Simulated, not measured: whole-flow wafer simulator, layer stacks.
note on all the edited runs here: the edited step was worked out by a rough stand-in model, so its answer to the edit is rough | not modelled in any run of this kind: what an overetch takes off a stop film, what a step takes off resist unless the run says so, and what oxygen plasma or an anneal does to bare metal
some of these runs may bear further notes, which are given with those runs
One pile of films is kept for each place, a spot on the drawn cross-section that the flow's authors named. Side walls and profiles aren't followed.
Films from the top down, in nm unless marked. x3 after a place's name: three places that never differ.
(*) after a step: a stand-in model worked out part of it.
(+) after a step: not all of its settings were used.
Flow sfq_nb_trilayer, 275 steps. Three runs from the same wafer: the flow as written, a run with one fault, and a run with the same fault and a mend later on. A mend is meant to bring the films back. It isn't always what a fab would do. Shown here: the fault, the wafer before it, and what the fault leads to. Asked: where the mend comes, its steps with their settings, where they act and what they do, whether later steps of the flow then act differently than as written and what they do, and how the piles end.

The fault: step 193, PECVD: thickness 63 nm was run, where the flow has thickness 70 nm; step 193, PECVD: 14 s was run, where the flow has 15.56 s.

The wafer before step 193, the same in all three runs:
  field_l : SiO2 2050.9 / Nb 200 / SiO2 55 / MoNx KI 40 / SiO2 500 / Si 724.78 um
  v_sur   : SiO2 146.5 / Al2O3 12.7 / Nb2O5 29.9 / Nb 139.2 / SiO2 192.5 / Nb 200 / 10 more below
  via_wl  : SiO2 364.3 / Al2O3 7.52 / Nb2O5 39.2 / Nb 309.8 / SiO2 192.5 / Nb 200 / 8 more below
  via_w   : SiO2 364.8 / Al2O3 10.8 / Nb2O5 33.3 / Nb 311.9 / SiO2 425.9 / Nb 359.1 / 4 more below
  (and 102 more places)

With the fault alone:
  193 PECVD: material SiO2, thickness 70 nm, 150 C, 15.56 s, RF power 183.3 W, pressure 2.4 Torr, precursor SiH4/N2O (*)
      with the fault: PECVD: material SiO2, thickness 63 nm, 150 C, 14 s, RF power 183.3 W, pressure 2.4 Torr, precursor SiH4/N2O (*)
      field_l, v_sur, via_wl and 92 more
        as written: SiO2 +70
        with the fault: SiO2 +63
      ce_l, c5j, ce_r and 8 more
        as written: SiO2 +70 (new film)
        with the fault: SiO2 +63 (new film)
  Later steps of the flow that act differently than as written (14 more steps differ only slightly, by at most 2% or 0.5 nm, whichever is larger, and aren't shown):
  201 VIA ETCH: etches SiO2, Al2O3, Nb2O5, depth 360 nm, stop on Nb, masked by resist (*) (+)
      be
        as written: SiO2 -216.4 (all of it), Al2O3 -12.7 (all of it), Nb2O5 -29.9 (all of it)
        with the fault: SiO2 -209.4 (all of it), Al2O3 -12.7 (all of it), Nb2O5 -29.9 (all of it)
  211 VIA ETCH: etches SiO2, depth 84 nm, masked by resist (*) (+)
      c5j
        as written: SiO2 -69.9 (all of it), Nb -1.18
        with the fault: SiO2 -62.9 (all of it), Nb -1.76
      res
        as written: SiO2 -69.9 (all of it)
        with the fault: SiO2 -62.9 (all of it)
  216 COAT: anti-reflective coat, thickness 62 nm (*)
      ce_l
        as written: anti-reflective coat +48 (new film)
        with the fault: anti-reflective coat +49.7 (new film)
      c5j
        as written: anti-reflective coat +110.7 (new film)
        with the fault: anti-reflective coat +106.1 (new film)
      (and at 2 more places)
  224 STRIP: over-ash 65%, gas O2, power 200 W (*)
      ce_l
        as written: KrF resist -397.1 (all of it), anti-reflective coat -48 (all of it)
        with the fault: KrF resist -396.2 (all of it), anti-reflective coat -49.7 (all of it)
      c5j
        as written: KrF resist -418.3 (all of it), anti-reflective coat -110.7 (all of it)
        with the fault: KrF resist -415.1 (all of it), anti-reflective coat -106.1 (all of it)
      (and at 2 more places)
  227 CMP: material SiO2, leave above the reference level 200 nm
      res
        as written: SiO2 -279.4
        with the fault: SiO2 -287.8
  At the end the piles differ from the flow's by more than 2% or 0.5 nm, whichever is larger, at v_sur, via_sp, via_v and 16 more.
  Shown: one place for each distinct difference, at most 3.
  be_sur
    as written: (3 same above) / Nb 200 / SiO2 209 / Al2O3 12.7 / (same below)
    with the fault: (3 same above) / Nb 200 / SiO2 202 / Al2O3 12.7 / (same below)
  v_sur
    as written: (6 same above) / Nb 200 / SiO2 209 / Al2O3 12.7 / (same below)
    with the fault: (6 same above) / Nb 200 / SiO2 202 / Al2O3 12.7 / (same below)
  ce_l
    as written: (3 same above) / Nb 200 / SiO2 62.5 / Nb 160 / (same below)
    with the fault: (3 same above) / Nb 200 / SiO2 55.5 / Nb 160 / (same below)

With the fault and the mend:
  The mend comes after step 193.
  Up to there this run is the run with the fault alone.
  193a PECVD: material SiO2, thickness 7 nm, 150 C, 1.556 s, RF power 183.3 W, pressure 2.4 Torr, precursor SiH4/N2O (the flow's step 193 once more, with other settings)
      field_l, v_sur, via_wl and 103 more
        SiO2 +7
  No later step of the flow acts differently than as written, at any place that is followed, by more than 2% or 0.5 nm, whichever is larger.
  At the end the piles are the same as the flow's at every place that both follow.
